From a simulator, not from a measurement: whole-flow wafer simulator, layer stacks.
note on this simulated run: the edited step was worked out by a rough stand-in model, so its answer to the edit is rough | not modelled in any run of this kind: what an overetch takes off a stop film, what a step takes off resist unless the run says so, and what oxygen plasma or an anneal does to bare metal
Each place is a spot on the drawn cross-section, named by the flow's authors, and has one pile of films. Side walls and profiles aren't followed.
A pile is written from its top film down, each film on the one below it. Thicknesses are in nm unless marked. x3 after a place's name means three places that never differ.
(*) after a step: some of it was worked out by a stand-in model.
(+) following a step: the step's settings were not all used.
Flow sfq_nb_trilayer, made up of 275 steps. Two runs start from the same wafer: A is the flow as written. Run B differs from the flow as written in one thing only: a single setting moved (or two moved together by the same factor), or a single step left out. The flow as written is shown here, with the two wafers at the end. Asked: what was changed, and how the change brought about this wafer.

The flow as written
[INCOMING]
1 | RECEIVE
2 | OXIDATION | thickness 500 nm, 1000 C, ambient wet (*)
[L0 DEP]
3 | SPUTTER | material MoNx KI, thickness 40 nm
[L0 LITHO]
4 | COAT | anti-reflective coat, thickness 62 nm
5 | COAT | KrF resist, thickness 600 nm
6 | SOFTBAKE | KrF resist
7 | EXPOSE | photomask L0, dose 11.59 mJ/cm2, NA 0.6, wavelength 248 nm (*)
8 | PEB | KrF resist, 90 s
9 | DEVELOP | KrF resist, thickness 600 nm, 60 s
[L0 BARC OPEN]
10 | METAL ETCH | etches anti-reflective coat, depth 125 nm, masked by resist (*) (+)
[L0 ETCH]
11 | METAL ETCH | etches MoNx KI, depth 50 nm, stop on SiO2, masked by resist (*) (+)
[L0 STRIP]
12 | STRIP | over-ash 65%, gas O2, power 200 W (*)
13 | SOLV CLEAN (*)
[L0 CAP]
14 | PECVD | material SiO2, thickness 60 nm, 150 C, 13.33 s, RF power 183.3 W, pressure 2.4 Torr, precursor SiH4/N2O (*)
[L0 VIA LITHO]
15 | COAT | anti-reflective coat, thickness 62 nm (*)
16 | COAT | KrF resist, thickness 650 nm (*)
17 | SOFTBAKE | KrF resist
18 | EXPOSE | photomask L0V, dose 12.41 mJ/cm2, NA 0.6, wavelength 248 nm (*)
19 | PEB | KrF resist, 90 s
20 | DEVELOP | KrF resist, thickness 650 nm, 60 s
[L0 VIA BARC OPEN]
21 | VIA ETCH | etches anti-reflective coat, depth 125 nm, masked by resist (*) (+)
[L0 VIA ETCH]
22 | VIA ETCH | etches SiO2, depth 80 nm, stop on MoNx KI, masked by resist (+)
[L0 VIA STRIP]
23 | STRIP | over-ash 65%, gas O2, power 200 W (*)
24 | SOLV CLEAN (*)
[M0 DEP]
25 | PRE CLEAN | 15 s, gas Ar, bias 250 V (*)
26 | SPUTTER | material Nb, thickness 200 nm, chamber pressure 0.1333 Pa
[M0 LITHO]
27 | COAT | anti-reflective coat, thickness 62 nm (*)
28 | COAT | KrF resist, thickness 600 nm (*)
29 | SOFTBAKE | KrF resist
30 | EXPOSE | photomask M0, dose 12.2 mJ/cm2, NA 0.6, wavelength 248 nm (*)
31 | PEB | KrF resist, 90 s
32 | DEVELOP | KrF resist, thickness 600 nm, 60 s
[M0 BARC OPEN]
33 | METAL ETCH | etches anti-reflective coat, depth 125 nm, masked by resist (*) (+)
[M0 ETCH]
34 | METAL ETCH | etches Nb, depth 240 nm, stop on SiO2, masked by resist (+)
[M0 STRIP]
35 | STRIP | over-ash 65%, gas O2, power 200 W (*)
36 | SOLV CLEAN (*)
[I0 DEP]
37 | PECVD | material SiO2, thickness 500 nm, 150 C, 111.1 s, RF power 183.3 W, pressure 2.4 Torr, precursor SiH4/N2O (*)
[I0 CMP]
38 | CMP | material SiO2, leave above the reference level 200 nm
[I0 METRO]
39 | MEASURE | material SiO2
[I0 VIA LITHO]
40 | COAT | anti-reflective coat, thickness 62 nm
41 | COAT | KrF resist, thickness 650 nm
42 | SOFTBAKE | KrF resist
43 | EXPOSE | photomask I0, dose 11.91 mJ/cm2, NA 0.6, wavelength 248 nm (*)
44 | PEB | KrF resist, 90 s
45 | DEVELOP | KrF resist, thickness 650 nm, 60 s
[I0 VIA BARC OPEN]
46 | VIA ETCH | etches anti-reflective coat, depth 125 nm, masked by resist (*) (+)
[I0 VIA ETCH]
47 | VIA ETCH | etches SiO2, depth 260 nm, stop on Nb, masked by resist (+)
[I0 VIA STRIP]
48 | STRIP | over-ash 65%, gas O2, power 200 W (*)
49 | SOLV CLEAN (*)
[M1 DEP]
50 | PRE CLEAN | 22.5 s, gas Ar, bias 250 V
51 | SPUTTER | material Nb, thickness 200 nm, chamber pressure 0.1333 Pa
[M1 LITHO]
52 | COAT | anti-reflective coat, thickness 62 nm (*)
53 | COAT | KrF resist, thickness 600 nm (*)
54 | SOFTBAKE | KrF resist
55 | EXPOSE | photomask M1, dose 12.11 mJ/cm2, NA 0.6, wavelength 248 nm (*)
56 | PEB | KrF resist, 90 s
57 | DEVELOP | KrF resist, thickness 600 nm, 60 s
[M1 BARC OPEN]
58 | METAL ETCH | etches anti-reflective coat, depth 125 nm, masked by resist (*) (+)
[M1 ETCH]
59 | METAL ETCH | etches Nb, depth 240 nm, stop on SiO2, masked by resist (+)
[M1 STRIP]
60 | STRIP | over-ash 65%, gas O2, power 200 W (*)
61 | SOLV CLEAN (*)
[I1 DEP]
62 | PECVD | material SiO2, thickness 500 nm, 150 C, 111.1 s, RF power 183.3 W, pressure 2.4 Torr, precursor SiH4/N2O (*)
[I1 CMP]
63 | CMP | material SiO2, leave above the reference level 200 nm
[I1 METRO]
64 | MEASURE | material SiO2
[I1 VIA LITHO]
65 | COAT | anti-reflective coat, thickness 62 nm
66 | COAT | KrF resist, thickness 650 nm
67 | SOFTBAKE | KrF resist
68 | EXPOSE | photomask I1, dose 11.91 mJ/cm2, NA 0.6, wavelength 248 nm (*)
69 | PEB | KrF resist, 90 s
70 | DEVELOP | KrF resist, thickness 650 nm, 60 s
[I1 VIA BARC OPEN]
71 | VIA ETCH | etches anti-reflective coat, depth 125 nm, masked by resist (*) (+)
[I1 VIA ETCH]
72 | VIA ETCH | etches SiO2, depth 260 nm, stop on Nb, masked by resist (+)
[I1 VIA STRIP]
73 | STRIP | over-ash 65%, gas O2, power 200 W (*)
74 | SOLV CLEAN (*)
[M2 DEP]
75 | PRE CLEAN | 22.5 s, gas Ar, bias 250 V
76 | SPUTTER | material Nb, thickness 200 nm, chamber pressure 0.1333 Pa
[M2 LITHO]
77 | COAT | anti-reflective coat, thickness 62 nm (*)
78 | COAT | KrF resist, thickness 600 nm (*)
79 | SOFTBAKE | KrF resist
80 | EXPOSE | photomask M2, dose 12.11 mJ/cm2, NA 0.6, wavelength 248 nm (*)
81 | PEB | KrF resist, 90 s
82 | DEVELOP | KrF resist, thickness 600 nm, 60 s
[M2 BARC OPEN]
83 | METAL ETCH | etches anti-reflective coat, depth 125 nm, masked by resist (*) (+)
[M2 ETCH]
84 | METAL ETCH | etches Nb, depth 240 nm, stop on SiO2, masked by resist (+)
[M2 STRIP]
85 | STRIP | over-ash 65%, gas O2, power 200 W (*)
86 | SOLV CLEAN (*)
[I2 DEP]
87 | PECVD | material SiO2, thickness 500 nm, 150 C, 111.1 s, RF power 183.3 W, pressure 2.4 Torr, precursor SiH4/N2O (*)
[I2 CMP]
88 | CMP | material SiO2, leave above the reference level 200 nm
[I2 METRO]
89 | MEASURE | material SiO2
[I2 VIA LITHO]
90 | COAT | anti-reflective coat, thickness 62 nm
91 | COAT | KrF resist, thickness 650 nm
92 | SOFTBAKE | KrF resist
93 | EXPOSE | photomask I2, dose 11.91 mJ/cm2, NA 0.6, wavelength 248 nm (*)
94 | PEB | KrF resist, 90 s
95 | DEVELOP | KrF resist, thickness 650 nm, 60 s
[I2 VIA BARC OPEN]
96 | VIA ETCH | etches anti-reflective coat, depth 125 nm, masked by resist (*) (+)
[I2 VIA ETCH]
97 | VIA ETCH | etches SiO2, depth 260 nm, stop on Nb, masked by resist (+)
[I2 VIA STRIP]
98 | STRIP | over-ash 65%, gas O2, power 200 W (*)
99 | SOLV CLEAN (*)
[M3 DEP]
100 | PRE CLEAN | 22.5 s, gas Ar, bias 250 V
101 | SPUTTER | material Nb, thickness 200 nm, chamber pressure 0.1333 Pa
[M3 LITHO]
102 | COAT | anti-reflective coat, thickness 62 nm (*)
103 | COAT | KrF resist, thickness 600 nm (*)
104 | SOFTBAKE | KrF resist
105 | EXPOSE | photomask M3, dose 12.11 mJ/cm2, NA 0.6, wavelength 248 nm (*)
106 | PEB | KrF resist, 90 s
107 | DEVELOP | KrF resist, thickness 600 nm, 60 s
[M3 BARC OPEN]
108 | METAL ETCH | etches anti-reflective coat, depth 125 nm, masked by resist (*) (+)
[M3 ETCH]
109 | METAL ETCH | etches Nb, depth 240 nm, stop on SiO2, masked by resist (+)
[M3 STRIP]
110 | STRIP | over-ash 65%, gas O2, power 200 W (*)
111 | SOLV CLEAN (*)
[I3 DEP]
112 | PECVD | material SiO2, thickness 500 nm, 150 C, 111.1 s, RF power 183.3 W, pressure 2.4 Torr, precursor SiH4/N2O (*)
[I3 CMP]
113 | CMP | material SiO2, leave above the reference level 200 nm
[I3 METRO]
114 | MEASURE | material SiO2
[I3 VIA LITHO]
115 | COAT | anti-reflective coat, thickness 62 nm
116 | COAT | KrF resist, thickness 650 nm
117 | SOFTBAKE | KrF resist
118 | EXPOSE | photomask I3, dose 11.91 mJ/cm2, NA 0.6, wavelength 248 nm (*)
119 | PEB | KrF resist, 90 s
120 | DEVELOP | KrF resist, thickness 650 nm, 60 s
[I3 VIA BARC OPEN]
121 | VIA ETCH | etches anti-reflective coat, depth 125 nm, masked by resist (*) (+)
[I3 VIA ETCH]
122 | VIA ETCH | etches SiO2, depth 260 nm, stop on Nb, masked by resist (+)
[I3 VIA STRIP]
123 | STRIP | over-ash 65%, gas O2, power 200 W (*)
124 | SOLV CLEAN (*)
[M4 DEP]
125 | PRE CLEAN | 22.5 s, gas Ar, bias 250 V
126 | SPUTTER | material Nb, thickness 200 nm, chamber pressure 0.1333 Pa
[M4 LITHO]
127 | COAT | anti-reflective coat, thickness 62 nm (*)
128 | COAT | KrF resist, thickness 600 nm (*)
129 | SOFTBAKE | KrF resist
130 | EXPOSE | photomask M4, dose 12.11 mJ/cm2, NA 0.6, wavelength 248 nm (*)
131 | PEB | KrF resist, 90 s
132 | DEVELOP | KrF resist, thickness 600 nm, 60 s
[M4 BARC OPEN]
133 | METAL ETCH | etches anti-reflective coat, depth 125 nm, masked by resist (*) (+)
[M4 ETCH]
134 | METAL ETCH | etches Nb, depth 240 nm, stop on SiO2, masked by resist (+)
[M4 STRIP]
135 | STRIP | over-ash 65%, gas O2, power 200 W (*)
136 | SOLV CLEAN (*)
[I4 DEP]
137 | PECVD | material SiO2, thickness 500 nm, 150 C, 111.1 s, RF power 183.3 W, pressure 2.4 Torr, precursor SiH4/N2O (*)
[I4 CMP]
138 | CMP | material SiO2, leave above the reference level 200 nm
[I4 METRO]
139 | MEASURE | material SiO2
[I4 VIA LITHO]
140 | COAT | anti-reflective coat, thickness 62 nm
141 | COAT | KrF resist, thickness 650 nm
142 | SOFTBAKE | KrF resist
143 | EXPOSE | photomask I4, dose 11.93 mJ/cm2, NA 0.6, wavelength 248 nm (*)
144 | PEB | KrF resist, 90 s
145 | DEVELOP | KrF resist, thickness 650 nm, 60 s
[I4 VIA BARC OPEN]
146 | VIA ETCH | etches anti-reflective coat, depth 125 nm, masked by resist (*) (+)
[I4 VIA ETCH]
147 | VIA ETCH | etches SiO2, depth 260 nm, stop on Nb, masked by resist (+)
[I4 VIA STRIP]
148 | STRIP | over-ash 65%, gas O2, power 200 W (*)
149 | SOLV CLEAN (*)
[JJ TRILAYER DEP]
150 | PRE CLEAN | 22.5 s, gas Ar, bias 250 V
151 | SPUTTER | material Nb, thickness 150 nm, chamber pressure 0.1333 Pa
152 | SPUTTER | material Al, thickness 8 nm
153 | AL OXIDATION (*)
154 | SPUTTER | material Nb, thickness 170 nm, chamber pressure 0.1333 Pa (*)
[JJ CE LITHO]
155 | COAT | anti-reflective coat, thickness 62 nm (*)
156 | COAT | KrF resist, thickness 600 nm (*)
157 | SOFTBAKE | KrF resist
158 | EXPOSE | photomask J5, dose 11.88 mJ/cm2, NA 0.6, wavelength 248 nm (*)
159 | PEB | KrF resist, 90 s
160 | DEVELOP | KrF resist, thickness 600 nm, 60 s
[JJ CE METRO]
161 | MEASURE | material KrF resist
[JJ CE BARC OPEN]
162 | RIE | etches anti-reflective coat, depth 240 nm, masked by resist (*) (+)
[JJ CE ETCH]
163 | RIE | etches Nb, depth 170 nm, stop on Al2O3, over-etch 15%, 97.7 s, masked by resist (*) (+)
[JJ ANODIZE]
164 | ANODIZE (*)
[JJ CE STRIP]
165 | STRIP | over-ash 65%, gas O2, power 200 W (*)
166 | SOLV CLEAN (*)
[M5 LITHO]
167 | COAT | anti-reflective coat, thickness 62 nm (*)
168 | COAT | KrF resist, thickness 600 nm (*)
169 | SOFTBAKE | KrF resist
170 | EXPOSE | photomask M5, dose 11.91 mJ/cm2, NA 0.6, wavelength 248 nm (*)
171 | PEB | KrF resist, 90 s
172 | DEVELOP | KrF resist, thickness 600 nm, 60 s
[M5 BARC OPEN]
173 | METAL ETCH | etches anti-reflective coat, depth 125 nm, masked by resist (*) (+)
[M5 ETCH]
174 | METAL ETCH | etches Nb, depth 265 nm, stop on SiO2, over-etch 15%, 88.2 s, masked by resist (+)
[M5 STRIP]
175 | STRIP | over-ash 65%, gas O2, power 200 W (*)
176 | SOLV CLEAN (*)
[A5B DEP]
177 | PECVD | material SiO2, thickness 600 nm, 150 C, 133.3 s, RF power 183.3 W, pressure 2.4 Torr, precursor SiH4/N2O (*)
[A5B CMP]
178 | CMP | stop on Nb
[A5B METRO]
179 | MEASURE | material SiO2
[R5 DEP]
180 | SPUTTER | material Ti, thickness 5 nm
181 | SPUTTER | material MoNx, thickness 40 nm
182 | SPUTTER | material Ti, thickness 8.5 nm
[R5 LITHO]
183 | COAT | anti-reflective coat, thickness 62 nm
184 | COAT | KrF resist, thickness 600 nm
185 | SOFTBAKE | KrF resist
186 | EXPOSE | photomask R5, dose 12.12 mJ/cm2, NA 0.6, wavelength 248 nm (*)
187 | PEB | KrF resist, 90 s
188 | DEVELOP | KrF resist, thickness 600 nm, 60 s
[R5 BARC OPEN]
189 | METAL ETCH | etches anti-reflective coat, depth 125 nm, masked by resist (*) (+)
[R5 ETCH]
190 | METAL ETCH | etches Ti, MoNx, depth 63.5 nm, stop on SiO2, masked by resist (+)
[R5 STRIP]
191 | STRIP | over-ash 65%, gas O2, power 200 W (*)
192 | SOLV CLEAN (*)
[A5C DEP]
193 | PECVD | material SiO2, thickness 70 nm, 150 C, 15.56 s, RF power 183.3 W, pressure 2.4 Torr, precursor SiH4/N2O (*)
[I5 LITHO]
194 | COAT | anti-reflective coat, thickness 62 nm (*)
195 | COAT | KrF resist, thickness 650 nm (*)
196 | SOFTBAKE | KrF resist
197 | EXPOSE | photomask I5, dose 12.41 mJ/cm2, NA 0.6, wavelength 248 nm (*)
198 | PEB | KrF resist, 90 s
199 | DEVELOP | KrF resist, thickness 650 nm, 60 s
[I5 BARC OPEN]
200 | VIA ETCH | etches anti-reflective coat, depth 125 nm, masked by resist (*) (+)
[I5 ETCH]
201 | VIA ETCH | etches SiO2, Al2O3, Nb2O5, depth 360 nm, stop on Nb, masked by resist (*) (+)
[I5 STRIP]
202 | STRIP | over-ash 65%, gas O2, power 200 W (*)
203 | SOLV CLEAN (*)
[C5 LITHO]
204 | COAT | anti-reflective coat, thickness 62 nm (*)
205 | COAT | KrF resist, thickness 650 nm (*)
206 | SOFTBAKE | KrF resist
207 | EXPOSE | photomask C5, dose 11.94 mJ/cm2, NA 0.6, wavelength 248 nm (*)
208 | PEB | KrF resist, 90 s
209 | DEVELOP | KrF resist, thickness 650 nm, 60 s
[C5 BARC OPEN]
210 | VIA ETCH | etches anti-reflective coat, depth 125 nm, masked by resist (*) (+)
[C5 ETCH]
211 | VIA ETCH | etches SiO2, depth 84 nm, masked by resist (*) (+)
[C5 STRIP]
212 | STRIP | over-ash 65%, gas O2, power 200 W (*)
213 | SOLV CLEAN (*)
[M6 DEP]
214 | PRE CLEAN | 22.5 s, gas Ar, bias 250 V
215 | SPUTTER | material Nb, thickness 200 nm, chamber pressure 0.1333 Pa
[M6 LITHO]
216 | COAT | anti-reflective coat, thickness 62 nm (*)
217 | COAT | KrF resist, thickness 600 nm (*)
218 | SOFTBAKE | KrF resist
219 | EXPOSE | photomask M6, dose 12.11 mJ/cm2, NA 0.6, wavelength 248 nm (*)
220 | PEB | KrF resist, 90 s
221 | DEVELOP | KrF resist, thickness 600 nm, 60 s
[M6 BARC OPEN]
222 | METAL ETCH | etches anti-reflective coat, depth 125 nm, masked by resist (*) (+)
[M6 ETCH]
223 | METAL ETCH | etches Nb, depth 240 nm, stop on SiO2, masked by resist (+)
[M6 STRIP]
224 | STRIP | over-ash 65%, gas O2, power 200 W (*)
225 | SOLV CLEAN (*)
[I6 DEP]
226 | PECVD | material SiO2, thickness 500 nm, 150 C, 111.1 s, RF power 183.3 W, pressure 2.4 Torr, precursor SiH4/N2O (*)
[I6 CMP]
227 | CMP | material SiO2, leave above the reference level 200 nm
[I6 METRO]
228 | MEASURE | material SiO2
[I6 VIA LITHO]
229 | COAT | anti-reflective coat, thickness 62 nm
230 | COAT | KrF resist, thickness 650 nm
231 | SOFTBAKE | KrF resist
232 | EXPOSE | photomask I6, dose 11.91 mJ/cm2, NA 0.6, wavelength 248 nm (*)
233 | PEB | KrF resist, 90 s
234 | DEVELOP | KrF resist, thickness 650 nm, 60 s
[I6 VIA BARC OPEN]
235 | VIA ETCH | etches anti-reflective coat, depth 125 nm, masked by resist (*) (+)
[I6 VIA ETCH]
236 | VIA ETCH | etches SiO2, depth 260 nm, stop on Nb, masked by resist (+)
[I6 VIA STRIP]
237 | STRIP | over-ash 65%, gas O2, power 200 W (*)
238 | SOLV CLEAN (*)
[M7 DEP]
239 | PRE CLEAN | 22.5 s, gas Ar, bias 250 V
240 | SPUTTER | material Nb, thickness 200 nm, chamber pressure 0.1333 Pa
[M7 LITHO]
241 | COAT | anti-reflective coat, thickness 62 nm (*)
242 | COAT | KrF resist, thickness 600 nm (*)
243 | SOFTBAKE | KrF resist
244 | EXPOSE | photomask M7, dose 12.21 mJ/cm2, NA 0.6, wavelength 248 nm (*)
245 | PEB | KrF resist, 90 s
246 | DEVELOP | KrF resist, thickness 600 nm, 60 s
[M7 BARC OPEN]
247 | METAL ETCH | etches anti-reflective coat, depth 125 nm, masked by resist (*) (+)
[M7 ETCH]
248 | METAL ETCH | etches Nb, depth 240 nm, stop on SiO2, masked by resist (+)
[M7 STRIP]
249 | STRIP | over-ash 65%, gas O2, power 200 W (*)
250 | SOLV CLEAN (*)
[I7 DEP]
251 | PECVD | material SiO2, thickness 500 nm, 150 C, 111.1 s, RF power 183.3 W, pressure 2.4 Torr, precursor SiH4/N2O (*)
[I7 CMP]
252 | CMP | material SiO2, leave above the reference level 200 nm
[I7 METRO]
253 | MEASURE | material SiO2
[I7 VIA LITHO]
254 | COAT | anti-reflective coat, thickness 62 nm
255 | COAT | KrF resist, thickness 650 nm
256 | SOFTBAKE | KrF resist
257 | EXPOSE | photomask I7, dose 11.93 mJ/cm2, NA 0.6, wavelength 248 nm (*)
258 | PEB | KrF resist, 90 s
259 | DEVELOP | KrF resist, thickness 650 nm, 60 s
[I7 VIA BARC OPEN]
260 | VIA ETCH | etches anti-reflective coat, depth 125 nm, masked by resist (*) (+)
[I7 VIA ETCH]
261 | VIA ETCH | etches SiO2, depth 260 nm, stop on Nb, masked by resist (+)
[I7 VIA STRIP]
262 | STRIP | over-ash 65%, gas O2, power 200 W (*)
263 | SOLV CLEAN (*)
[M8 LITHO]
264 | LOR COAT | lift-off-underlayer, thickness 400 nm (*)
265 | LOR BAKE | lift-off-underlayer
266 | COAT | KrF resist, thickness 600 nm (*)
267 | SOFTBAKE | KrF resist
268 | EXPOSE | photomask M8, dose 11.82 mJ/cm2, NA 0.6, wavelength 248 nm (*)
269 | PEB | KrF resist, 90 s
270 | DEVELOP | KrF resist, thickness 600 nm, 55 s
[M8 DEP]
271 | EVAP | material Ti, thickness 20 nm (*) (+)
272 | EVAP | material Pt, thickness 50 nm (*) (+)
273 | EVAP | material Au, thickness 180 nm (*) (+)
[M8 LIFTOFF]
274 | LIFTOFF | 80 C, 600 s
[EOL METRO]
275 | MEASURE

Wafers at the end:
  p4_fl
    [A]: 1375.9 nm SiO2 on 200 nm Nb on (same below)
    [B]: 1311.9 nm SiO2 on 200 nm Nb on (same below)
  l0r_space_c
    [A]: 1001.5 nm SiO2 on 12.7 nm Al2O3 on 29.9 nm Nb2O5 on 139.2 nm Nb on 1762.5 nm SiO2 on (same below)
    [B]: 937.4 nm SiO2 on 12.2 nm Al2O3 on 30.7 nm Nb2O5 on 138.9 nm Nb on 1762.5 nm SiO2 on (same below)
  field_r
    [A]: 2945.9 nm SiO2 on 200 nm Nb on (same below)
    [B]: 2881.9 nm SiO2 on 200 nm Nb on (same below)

Cause: step 154, SPUTTER: thickness 106 nm was run, whereas the flow has thickness 170 nm.

The path from the change to this, step by step:
  154 | SPUTTER | material Nb, thickness 170 nm, chamber pressure 0.1333 Pa (*)
      field_l, v_sur, via_sp and 100 more: A +170 Nb (new film) | B +106 Nb (new film)
      via_wl, via_wr: A +140.7 Nb (new film) | B +87.6 Nb (new film)
      (also at 1 further place)
  155 | COAT | anti-reflective coat, thickness 62 nm (*)
      via_wl, via_wr: A +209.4 anti-reflective coat (new film) | B +193.7 anti-reflective coat (new film)
      via_w: A +97.4 anti-reflective coat (new film) | B +92.6 anti-reflective coat (new film)
  162 | RIE | etches anti-reflective coat, depth 240 nm, masked by resist (*) (+)
      ce_l, c5j, ce_r, wl_jj: A -209.4 KrF resist | B -193.7 KrF resist
      via_wl, via_wr: A -209.4 anti-reflective coat (all of it) | B -193.7 anti-reflective coat (all of it)
      (also at 1 further place)
  163 | RIE | etches Nb, depth 170 nm, stop on Al2O3, over-etch 15%, 97.7 s, masked by resist (*) (+)
      field_l, v_sur, via_sp and 96 more: A -170 Nb (all of it), -0.51 Al2O3 | B -106 Nb (all of it), -0.96 Al2O3 (all of it)
      via_wl, via_wr: A -140.7 Nb (all of it), -0.96 Al2O3 (all of it) | B -87.6 Nb (all of it), -0.96 Al2O3 (all of it)
      (also at 1 further place)
  164 | ANODIZE (*)
      field_l, v_sur, via_sp and 96 more: A +12.2 Al2O3, +29.9 Nb2O5 (new film), -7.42 Al (all of it), -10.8 Nb | B +12.2 Al2O3 (new film), +30.7 Nb2O5 (new film), -7.42 Al (all of it), -11.1 Nb
  165 | STRIP | over-ash 65%, gas O2, power 200 W (*)
      ce_l: A -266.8 KrF resist (all of it), -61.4 anti-reflective coat (all of it) | B -282.5 KrF resist (all of it), -61.4 anti-reflective coat (all of it)
      c5j: A -266.9 KrF resist (all of it), -61.5 anti-reflective coat (all of it) | B -282.5 KrF resist (all of it), -61.5 anti-reflective coat (all of it)
      (also at 2 further places)
  167 | COAT | anti-reflective coat, thickness 62 nm (*)
      wl_j_sl, wl_j_sr: A +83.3 anti-reflective coat (new film) | B +75.1 anti-reflective coat (new film)
      gap: A +58.9 anti-reflective coat (new film) | B +60.8 anti-reflective coat (new film)
      (also at 8 further places)
  168 | COAT | KrF resist, thickness 600 nm (*)
      ce_l: A +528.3 KrF resist (new film) | B +565.2 KrF resist (new film)
      c5j: A +507.6 KrF resist (new film) | B +548.8 KrF resist (new film)
      (also at 2 further places)
  173 | METAL ETCH | etches anti-reflective coat, depth 125 nm, masked by resist (*) (+)
      wl_a_sl: A -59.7 anti-reflective coat (all of it), -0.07 Al2O3 | B -61.5 anti-reflective coat (all of it)
  174 | METAL ETCH | etches Nb, depth 265 nm, stop on SiO2, over-etch 15%, 88.2 s, masked by resist (+)
      field_l, r_sur, res and 50 more: A -12.6 Al2O3 (all of it), -29.9 Nb2O5 (all of it), -139.2 Nb (all of it), -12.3 SiO2 | B -12.2 Al2O3 (all of it), -30.7 Nb2O5 (all of it), -138.9 Nb (all of it), -12.3 SiO2
  175 | STRIP | over-ash 65%, gas O2, power 200 W (*)
      wl_j_sl, wl_j_sr: A -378 KrF resist (all of it), -83.3 anti-reflective coat (all of it) | B -372.8 KrF resist (all of it), -75.1 anti-reflective coat (all of it)
      gap: A -383.4 KrF resist (all of it), -58.9 anti-reflective coat (all of it) | B -376.1 KrF resist (all of it), -60.8 anti-reflective coat (all of it)
      (also at 7 further places)
  178 | CMP | stop on Nb
      v_sur, via_sp, via_v and 43 more: A -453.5 SiO2 | B -517.6 SiO2
      field_l, p4_fl, p4_fm and 39 more: A -259.3 SiO2 | B -323.3 SiO2
      (also at 14 further places)
  201 | VIA ETCH | etches SiO2, Al2O3, Nb2O5, depth 360 nm, stop on Nb, masked by resist (*) (+)
      be: A -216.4 SiO2 (all of it), -12.7 Al2O3 (all of it), -29.9 Nb2O5 (all of it) | B -152.3 SiO2 (all of it), -12.2 Al2O3 (all of it), -30.7 Nb2O5 (all of it)
  204 | COAT | anti-reflective coat, thickness 62 nm (*)
      wire: A +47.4 anti-reflective coat (new film) | B +49.3 anti-reflective coat (new film)
      be: A +122.2 anti-reflective coat (new film) | B +112.7 anti-reflective coat (new film)
      (also at 1 further place)
  205 | COAT | KrF resist, thickness 650 nm (*)
      be: A +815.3 KrF resist (new film) | B +769.8 KrF resist (new film)
  212 | STRIP | over-ash 65%, gas O2, power 200 W (*)
      wire: A -555.8 KrF resist (all of it), -47.4 anti-reflective coat (all of it) | B -559.4 KrF resist (all of it), -49.3 anti-reflective coat (all of it)
      be: A -728.2 KrF resist (all of it), -122.2 anti-reflective coat (all of it) | B -682.6 KrF resist (all of it), -112.7 anti-reflective coat (all of it)
      (also at 1 further place)
  ... another 4 steps ...
  226 | PECVD | material SiO2, thickness 500 nm, 150 C, 111.1 s, RF power 183.3 W, pressure 2.4 Torr, precursor SiH4/N2O (*)
      be: A +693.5 SiO2 (new film) | B +614.9 SiO2 (new film)
